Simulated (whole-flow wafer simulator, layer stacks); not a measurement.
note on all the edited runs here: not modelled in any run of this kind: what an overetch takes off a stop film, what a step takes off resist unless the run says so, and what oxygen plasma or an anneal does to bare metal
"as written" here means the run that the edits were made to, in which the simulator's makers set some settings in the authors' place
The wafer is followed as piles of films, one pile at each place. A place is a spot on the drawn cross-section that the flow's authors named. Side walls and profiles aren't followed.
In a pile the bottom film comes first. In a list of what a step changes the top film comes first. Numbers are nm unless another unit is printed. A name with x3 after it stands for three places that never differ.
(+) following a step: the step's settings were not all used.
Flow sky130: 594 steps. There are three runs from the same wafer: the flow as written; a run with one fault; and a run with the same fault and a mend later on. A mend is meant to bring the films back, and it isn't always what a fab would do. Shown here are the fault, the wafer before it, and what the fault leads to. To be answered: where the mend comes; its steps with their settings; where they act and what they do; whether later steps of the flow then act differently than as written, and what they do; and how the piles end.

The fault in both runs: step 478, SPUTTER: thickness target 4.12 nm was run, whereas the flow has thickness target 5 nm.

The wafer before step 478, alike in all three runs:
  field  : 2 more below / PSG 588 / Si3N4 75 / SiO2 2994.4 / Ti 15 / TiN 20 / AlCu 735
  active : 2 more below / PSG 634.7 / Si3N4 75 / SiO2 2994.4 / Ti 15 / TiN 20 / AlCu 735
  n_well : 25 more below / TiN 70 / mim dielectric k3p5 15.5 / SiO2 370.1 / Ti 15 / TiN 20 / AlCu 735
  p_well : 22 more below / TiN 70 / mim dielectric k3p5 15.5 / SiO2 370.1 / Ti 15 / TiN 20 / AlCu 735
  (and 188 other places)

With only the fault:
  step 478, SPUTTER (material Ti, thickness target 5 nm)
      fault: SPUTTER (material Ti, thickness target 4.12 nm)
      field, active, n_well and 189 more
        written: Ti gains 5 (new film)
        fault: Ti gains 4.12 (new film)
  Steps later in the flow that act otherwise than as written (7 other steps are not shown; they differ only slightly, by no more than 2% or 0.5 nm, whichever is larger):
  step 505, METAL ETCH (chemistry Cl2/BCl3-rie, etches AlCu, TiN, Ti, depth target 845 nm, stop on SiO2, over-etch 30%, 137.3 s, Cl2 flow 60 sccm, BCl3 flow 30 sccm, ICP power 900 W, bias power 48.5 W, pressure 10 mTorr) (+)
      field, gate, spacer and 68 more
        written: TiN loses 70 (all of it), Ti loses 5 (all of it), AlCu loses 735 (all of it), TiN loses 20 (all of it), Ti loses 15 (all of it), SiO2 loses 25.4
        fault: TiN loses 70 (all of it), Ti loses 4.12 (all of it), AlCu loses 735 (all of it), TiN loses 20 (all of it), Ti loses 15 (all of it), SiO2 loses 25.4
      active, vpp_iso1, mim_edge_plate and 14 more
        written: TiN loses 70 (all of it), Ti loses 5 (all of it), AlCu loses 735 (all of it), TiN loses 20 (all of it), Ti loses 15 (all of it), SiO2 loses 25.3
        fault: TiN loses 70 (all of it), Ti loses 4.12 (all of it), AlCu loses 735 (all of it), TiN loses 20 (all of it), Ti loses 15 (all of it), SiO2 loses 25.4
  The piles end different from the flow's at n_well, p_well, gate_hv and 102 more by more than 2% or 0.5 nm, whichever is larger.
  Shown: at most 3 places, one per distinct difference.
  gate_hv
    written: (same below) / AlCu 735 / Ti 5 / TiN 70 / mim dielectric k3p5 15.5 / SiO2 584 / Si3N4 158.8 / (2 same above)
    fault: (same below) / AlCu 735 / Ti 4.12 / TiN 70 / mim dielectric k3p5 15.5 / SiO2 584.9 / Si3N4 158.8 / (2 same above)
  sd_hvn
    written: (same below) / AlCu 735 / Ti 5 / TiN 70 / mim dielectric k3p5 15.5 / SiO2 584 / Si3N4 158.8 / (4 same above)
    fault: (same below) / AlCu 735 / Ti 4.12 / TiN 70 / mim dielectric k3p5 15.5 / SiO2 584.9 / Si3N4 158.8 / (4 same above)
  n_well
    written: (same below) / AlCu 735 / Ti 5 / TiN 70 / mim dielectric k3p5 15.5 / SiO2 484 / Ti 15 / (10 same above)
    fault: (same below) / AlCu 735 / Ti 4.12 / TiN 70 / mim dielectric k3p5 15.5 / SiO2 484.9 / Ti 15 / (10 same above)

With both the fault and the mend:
  The mend stands after step 478.
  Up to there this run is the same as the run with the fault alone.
  step 478a, SPUTTER (material Ti, thickness target 0.88 nm) (the flow's step 478, run once more with other settings)
      field, active, n_well and 189 more
        Ti gains 0.88
  Every later step of the flow that is run acts as written at every place that is followed.
  At every place that both follow, the piles at the end match the flow's.
